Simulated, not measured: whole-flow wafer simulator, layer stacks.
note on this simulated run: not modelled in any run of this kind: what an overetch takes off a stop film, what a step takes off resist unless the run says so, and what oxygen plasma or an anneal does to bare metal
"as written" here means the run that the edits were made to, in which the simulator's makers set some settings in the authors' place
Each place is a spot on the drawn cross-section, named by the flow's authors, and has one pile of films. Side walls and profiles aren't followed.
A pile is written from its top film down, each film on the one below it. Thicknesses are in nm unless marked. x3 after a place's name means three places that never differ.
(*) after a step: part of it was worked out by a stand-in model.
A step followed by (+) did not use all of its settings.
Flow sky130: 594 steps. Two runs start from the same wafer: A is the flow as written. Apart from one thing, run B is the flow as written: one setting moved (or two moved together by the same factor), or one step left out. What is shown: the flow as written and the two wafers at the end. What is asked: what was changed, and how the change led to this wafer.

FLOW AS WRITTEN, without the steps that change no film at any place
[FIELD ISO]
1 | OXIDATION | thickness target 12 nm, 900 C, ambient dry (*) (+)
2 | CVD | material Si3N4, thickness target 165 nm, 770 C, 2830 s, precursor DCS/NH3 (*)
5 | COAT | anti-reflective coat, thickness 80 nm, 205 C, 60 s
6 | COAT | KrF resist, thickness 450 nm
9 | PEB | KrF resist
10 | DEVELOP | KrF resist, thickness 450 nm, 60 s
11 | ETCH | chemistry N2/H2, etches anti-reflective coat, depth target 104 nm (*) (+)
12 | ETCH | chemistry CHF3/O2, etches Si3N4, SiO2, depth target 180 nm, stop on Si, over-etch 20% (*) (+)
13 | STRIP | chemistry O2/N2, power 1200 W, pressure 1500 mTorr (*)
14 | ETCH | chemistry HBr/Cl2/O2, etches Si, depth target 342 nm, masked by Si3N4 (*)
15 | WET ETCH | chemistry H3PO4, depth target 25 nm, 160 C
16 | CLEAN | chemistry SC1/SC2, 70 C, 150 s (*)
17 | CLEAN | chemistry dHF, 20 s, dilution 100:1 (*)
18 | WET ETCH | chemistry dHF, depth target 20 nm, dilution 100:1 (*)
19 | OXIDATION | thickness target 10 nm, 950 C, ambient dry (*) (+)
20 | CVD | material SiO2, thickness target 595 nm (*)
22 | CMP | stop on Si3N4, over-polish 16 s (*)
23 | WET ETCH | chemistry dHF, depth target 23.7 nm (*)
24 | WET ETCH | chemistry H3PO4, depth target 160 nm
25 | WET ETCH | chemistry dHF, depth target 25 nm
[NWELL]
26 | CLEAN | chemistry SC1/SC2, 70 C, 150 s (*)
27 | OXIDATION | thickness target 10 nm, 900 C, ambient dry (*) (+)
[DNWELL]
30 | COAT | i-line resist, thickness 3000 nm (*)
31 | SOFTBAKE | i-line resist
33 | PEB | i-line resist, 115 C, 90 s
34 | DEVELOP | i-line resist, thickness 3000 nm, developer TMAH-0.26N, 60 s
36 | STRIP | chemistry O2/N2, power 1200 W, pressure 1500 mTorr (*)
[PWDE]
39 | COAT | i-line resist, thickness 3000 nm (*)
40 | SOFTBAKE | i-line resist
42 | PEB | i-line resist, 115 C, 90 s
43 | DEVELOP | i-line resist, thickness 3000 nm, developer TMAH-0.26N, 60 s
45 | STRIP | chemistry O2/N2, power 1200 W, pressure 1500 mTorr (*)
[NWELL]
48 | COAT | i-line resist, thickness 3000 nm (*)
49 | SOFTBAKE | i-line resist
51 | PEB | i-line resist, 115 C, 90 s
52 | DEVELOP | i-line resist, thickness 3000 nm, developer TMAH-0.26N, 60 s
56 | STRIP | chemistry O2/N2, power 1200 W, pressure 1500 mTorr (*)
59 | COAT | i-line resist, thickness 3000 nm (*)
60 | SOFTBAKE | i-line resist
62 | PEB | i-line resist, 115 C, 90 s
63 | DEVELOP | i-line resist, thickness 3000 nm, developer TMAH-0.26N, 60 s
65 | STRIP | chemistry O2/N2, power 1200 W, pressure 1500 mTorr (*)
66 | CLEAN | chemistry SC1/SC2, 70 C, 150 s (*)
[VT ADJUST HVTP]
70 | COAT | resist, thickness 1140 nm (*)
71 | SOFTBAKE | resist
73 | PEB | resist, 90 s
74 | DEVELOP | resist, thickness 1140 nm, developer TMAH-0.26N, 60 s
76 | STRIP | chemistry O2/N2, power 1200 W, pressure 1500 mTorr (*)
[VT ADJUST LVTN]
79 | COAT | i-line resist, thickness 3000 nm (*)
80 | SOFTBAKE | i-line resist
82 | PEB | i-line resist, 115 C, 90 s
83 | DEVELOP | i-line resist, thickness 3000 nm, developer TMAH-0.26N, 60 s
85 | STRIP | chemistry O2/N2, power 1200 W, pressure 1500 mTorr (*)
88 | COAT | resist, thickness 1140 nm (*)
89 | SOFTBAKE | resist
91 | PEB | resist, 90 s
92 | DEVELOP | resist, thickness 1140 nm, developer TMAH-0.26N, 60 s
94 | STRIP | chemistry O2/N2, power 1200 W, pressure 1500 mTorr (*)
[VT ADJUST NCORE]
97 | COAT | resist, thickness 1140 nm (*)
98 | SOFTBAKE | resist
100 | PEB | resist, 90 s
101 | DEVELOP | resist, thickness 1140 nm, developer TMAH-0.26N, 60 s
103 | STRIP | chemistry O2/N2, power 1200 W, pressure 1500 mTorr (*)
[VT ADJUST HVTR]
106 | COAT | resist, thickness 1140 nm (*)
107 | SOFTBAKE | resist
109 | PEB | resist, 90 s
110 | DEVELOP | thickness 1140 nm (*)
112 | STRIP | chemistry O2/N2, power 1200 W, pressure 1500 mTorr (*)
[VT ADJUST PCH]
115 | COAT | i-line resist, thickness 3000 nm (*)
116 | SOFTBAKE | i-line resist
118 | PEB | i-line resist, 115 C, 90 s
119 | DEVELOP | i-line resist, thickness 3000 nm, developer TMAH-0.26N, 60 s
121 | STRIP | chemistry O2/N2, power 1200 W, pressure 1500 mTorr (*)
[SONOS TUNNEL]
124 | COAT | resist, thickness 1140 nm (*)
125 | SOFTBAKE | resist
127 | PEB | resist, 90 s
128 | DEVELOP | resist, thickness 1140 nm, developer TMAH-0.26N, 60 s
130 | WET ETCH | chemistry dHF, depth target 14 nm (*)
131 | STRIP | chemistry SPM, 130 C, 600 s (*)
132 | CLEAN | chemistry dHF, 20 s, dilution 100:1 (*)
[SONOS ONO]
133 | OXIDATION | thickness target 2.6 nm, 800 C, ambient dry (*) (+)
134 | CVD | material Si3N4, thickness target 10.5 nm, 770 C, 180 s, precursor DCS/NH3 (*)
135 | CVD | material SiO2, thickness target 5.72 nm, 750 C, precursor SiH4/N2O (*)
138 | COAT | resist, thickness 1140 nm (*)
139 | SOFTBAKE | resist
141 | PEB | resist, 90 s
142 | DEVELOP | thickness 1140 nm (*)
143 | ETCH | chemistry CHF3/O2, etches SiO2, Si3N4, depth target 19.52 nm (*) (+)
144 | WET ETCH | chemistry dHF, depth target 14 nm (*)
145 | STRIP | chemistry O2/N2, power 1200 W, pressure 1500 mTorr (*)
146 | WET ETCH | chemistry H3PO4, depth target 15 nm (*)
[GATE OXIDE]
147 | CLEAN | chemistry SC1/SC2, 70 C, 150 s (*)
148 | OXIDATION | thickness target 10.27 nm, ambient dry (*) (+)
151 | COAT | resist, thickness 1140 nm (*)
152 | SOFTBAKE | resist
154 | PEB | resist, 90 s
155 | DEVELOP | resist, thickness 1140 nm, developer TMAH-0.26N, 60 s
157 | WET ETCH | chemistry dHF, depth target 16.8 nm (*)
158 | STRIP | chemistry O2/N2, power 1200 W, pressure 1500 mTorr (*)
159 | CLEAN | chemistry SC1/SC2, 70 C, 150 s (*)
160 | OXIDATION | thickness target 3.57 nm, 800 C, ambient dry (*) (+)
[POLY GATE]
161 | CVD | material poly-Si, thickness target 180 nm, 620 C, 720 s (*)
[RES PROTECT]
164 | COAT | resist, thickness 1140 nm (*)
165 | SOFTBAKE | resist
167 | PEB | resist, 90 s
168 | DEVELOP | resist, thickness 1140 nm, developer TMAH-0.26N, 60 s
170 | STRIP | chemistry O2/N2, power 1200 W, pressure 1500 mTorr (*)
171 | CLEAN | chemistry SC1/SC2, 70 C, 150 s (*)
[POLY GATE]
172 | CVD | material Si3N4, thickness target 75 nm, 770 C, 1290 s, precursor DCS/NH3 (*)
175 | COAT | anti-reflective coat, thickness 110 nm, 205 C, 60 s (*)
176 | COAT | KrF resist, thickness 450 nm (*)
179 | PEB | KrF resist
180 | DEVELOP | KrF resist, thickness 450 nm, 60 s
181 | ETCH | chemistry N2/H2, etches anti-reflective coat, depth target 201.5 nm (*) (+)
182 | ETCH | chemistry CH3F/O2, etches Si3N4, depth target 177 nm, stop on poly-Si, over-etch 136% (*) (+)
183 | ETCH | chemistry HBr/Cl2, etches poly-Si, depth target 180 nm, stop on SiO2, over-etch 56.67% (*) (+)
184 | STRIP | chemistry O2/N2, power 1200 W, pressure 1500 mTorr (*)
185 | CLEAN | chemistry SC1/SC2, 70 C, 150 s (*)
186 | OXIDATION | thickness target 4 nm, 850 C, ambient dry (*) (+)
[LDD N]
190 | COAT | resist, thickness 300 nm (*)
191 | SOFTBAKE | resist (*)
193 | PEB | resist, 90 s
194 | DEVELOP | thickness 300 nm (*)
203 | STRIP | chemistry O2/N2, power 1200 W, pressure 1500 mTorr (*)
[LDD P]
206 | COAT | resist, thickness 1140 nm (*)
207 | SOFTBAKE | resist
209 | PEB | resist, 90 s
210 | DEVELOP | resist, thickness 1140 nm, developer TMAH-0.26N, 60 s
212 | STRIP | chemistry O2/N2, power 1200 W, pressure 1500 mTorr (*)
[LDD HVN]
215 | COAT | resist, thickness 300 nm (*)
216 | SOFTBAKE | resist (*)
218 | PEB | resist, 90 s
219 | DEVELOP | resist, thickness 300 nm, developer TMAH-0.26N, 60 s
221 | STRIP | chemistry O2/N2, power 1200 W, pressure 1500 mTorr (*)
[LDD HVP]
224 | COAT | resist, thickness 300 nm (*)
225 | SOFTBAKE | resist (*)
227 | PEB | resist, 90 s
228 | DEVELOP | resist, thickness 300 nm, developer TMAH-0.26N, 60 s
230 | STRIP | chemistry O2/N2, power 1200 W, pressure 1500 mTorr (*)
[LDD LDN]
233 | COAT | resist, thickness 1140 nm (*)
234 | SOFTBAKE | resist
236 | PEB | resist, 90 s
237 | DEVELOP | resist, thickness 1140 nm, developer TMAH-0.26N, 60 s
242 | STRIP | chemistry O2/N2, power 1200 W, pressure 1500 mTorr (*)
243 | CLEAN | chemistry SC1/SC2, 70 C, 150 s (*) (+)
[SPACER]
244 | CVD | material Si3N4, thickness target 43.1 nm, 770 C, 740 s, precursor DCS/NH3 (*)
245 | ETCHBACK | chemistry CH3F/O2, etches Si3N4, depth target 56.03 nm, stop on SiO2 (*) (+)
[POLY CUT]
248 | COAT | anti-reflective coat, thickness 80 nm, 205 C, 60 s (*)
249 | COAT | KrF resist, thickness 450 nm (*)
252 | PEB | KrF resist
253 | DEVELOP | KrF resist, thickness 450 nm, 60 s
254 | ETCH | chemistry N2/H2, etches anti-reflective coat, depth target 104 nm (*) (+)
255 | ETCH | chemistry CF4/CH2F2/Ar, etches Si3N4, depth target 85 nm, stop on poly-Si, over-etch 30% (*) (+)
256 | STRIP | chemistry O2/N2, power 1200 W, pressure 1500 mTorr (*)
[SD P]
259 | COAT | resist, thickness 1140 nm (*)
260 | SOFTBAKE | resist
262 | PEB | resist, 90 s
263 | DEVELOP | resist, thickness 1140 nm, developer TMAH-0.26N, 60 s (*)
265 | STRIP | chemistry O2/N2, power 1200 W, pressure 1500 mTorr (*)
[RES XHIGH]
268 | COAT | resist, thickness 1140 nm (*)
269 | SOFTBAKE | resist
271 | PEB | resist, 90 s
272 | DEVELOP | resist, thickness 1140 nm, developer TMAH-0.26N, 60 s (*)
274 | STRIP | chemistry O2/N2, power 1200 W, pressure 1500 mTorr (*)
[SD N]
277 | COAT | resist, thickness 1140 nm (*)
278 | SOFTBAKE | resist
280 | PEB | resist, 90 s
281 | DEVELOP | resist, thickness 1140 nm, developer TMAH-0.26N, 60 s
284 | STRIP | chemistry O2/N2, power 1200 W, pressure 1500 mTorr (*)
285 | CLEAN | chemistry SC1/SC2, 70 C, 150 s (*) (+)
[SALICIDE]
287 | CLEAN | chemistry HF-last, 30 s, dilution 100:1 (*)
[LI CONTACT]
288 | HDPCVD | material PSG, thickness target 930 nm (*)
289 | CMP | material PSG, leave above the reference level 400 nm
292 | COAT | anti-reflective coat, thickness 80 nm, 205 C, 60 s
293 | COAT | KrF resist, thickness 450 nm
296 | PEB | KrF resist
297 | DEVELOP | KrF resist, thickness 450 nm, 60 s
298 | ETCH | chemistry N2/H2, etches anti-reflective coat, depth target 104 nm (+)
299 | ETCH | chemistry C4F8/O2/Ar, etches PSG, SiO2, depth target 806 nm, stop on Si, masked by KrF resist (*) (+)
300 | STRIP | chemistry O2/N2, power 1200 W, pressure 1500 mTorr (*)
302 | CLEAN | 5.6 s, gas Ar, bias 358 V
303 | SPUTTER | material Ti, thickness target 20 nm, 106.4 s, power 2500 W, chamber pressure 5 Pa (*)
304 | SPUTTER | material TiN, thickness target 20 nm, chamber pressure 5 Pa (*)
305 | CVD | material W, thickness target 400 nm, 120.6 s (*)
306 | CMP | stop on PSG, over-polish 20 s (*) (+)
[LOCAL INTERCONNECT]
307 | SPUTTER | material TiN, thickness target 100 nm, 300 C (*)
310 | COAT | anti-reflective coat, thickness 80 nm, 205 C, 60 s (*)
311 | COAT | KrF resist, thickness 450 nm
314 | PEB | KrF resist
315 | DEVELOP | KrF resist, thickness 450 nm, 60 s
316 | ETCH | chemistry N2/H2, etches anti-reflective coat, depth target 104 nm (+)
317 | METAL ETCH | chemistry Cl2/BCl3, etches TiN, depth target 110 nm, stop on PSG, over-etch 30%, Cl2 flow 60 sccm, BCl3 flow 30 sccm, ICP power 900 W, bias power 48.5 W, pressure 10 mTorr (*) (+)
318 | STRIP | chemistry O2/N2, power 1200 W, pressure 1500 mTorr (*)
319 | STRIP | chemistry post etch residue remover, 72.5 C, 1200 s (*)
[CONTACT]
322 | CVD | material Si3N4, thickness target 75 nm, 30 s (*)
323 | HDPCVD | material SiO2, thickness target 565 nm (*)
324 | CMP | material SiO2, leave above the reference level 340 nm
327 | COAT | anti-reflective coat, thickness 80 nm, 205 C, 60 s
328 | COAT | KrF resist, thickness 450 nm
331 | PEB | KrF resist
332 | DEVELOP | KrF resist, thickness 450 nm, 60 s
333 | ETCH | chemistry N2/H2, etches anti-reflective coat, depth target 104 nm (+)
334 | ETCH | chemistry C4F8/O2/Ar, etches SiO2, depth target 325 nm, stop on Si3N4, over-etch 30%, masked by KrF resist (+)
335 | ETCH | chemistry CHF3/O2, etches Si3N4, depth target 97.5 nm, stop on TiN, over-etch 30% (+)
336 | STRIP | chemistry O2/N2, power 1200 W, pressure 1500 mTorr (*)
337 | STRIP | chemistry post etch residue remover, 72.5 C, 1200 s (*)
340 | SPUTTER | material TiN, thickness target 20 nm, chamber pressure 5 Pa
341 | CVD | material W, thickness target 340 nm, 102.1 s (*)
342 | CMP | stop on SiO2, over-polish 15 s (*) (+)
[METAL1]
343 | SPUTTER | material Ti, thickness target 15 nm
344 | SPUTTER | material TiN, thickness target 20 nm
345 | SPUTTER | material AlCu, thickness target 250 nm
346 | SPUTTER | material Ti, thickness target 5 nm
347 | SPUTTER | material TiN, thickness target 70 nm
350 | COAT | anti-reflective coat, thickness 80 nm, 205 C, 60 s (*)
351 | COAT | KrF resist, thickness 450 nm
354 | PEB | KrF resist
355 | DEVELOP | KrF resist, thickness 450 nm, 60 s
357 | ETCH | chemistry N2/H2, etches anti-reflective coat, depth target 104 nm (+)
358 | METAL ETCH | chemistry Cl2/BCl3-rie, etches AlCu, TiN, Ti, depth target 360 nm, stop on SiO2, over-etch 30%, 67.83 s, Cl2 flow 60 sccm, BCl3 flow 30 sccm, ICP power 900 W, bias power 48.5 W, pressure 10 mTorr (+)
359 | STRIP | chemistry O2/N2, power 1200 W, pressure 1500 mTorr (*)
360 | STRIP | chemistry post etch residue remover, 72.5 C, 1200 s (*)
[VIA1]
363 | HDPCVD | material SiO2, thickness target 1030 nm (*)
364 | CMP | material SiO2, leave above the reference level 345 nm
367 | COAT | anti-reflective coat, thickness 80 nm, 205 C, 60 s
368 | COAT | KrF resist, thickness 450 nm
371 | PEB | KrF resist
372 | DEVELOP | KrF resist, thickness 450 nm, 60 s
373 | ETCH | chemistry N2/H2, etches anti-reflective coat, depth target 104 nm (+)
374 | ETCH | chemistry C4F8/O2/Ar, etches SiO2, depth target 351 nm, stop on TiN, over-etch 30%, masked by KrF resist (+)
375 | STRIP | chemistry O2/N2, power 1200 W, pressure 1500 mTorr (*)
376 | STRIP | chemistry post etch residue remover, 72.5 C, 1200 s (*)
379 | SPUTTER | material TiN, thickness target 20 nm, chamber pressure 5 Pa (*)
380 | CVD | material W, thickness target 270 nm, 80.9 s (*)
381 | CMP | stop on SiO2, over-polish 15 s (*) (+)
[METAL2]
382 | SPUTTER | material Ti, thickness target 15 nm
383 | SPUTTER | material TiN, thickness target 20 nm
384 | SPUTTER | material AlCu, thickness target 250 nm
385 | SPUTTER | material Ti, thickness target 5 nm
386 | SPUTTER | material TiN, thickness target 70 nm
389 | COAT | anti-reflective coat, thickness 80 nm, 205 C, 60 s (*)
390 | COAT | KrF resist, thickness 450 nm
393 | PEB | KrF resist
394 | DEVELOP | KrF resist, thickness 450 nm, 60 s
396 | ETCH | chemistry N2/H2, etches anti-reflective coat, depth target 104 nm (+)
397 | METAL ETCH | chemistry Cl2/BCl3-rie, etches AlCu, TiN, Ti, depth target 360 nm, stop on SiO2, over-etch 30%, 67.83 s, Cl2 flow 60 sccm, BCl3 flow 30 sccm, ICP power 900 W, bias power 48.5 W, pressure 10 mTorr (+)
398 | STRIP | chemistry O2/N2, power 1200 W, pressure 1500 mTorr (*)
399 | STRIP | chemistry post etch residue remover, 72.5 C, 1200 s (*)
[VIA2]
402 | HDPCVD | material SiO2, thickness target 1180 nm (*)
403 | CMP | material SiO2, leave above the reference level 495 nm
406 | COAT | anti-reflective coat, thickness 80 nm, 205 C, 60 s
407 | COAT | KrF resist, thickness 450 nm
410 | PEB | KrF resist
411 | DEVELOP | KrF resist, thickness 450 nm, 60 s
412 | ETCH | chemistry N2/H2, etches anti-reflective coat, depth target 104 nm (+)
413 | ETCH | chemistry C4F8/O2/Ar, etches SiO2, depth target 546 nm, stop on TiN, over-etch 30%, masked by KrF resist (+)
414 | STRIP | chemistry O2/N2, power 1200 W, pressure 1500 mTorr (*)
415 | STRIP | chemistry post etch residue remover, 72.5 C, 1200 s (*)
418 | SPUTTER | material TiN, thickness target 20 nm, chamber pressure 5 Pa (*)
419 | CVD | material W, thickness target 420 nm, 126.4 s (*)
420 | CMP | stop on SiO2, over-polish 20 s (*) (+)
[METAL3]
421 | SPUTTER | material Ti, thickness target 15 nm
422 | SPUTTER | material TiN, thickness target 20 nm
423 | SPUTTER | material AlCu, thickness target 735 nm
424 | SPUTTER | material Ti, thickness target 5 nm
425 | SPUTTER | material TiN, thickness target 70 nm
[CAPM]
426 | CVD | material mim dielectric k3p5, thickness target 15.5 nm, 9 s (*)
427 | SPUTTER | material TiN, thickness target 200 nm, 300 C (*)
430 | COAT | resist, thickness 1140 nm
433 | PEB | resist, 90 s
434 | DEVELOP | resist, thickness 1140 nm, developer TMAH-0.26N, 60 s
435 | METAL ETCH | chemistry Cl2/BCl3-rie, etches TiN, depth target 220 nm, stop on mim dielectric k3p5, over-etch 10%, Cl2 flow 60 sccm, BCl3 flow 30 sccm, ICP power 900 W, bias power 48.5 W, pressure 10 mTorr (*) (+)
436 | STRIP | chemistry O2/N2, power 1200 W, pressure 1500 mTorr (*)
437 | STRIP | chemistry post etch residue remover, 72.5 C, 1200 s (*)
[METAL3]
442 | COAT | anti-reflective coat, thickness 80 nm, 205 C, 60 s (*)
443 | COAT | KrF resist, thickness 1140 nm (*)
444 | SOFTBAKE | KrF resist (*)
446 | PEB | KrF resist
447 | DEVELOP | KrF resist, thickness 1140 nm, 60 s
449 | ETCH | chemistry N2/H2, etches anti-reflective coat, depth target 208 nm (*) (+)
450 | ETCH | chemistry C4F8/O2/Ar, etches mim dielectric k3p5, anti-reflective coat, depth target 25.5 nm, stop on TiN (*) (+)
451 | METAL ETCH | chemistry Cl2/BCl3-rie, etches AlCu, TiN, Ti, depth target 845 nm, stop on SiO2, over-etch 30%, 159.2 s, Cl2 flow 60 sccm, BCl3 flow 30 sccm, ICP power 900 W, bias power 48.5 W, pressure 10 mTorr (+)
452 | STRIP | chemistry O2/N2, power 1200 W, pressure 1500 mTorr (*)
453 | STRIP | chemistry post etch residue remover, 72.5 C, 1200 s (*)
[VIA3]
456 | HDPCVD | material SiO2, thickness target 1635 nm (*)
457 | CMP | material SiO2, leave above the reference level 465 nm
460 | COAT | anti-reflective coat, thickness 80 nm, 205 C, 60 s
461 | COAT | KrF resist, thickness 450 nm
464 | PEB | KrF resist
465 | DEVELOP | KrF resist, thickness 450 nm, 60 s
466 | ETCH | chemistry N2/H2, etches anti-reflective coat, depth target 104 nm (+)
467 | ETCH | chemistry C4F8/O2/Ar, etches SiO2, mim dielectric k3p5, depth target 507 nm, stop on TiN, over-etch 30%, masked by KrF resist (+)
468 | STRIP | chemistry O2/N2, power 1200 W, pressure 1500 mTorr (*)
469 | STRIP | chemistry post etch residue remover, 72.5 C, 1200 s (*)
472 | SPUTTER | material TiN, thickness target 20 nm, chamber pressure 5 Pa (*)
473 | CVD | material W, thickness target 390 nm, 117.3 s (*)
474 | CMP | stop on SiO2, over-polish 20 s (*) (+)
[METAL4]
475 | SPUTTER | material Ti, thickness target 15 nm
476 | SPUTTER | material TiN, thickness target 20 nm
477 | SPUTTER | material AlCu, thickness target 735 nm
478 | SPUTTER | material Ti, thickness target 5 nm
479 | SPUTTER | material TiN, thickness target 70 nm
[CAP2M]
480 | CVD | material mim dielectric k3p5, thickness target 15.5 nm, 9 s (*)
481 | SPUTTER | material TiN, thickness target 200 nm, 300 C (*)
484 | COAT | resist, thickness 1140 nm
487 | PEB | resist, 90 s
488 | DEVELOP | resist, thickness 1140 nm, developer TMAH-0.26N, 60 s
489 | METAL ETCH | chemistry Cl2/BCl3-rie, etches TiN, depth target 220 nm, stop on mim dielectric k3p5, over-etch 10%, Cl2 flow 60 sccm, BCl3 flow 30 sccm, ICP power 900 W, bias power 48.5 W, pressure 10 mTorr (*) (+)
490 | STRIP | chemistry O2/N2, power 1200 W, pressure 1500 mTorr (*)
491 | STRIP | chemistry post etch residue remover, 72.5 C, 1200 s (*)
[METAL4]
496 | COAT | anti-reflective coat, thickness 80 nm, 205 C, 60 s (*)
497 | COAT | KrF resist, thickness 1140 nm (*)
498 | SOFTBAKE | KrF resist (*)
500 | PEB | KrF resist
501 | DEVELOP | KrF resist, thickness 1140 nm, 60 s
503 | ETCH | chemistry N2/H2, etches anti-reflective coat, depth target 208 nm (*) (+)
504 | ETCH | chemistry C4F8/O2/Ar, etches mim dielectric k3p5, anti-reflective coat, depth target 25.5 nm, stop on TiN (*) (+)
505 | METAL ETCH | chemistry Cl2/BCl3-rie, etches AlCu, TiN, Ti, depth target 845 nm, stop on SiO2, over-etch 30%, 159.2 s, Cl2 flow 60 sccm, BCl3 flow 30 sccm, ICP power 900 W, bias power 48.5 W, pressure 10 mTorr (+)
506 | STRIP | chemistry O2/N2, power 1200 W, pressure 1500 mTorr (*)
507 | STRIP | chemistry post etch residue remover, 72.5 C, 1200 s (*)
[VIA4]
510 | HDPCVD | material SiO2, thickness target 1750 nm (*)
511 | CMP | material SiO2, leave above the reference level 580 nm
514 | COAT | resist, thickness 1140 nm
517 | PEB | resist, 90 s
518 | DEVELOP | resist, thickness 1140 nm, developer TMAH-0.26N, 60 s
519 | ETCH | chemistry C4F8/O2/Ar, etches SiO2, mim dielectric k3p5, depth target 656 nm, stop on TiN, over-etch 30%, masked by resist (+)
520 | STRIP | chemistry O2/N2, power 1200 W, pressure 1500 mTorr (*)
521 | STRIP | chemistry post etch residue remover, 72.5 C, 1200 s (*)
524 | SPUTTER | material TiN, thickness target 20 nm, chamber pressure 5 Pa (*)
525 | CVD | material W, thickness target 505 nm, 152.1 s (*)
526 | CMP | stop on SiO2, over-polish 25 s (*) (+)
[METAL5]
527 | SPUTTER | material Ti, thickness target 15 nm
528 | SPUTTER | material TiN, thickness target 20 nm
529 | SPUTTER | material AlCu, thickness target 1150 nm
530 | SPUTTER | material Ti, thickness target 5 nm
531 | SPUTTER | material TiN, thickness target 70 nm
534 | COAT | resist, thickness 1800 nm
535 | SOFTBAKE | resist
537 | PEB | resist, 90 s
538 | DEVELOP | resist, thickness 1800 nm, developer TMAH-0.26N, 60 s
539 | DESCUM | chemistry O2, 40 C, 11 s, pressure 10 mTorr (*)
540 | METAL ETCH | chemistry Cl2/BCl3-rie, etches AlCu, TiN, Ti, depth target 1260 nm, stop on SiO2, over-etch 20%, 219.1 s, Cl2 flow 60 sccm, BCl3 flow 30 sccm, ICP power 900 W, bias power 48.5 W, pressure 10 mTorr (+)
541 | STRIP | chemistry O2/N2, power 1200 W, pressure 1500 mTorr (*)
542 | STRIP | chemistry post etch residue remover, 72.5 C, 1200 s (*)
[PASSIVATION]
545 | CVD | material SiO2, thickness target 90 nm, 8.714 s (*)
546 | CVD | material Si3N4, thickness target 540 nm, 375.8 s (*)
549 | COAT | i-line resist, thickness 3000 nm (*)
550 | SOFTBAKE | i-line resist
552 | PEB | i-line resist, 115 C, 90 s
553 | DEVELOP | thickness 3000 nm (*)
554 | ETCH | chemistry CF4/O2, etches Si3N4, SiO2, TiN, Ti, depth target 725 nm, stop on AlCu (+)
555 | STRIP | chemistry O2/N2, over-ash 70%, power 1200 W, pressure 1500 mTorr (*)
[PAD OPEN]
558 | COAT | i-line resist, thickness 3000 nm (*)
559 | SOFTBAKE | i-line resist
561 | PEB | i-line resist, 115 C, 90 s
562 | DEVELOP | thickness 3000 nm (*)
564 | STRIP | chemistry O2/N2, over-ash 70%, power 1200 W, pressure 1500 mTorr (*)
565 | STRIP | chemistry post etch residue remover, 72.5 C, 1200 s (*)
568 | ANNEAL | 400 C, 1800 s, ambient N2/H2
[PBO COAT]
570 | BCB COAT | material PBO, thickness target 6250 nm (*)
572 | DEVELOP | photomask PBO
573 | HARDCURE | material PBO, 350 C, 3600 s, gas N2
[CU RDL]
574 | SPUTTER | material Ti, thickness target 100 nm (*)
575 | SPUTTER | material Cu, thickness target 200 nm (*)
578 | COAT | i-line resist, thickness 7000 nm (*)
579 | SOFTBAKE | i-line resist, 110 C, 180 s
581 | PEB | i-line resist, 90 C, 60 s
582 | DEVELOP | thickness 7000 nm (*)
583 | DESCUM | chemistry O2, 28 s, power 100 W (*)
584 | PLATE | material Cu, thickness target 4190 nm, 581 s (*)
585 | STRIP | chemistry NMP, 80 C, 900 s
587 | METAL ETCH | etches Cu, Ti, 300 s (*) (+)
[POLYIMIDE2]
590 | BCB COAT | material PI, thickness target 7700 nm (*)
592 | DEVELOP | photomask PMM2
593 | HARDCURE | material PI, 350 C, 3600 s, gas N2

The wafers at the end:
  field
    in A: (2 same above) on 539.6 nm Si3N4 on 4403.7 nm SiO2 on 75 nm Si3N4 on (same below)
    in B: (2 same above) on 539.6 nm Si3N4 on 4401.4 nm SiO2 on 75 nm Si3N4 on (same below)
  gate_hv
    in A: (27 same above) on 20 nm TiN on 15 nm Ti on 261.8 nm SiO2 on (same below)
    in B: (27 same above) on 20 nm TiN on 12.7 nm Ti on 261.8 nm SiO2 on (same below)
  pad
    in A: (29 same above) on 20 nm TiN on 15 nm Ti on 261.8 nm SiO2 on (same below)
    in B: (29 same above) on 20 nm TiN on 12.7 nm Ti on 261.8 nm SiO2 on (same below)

What caused this: step 343, SPUTTER: thickness target 12.7 nm was run, while the flow as written has thickness target 15 nm.
The wafer lets one read it off: gate_hv has Ti 12.7, and step 343 as written asks for 15 nm.

How this came from the change, step by step:
  343 | SPUTTER | material Ti, thickness target 15 nm
      field, active, n_well and 188 more: A +15 Ti (new film) | B +12.7 Ti (new film)
  358 | METAL ETCH | chemistry Cl2/BCl3-rie, etches AlCu, TiN, Ti, depth target 360 nm, stop on SiO2, over-etch 30%, 67.83 s, Cl2 flow 60 sccm, BCl3 flow 30 sccm, ICP power 900 W, bias power 48.5 W, pressure 10 mTorr (+)
      field, active, gate and 81 more: A -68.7 TiN (all of it), -5 Ti (all of it), -250 AlCu (all of it), -20 TiN (all of it), -15 Ti (all of it), -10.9 SiO2 | B -68.7 TiN (all of it), -5 Ti (all of it), -250 AlCu (all of it), -20 TiN (all of it), -12.7 Ti (all of it), -11.2 SiO2
